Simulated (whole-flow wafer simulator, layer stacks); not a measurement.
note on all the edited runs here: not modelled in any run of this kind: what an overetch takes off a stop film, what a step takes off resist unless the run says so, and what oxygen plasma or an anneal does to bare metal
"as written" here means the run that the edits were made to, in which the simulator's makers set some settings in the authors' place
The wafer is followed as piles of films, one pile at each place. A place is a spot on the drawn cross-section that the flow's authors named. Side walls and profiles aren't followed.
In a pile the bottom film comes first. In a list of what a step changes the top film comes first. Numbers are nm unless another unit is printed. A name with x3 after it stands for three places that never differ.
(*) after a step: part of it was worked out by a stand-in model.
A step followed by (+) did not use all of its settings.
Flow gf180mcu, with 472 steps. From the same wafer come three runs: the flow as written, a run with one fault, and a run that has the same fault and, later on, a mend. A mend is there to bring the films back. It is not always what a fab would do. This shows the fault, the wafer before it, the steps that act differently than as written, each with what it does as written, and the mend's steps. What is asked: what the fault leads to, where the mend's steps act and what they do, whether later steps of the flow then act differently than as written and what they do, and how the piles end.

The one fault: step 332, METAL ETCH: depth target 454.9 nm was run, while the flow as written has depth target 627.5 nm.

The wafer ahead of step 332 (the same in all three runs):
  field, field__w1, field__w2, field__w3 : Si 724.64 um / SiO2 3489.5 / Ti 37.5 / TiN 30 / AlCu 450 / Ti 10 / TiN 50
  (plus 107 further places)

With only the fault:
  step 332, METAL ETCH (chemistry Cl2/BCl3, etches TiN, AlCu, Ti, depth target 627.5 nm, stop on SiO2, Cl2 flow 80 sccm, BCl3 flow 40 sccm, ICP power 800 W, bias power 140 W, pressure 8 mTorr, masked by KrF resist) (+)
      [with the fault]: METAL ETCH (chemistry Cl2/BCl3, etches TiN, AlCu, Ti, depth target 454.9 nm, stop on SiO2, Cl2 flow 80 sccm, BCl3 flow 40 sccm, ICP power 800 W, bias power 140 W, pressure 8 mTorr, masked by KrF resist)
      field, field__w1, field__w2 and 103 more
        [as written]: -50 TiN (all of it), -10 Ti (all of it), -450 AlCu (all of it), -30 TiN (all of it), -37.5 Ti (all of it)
        [with the fault]: -50 TiN (all of it), -10 Ti (all of it), -394.9 AlCu
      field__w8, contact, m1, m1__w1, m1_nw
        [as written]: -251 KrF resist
        [with the fault]: -182 KrF resist
  Steps further on in the flow that do not act as written:
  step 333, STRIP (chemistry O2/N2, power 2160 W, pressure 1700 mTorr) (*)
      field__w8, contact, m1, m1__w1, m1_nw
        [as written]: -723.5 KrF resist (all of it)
        [with the fault]: -792.6 KrF resist (all of it)
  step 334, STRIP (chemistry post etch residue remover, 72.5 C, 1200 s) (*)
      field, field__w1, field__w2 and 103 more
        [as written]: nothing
        [with the fault]: -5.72 AlCu
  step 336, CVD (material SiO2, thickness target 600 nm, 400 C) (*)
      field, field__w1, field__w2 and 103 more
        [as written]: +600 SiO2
        [with the fault]: +600 SiO2 (new film)
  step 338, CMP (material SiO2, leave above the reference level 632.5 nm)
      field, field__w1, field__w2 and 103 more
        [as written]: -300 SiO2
        [with the fault]: -416.9 SiO2
  At field, field__w1, field__w2 and 104 more, the piles at the end differ from the flow's by more than 2% or 0.5 nm, whichever is larger.
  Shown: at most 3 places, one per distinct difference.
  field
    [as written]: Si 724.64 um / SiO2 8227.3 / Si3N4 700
    [with the fault]: Si 724.64 um / SiO2 3489.5 / Ti 37.5 / TiN 30 / AlCu 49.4 / SiO2 4620.9 / Si3N4 700
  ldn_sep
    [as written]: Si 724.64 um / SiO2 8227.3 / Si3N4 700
    [with the fault]: Si 724.64 um / SiO2 3489.4 / Ti 37.5 / TiN 30 / AlCu 49.4 / SiO2 4620.9 / Si3N4 700
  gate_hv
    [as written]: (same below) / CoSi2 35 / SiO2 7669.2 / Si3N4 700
    [with the fault]: (same below) / CoSi2 35 / SiO2 2931.3 / Ti 37.5 / TiN 30 / AlCu 49.4 / SiO2 4620.9 / Si3N4 700

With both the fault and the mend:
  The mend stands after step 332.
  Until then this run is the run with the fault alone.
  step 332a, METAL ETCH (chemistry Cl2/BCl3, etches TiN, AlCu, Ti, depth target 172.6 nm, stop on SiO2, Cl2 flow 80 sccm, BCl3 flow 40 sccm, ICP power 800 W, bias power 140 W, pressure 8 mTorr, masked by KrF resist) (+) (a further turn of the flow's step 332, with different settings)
      field, field__w1, field__w2 and 103 more
        -55.1 AlCu (all of it), -30 TiN (all of it), -37.5 Ti (all of it)
      field__w8, contact, m1, m1__w1, m1_nw
        -69 KrF resist
  None of the later steps of the flow acts differently than as written at any place that is followed.
  At every place that both follow, the piles at the end match the flow's.
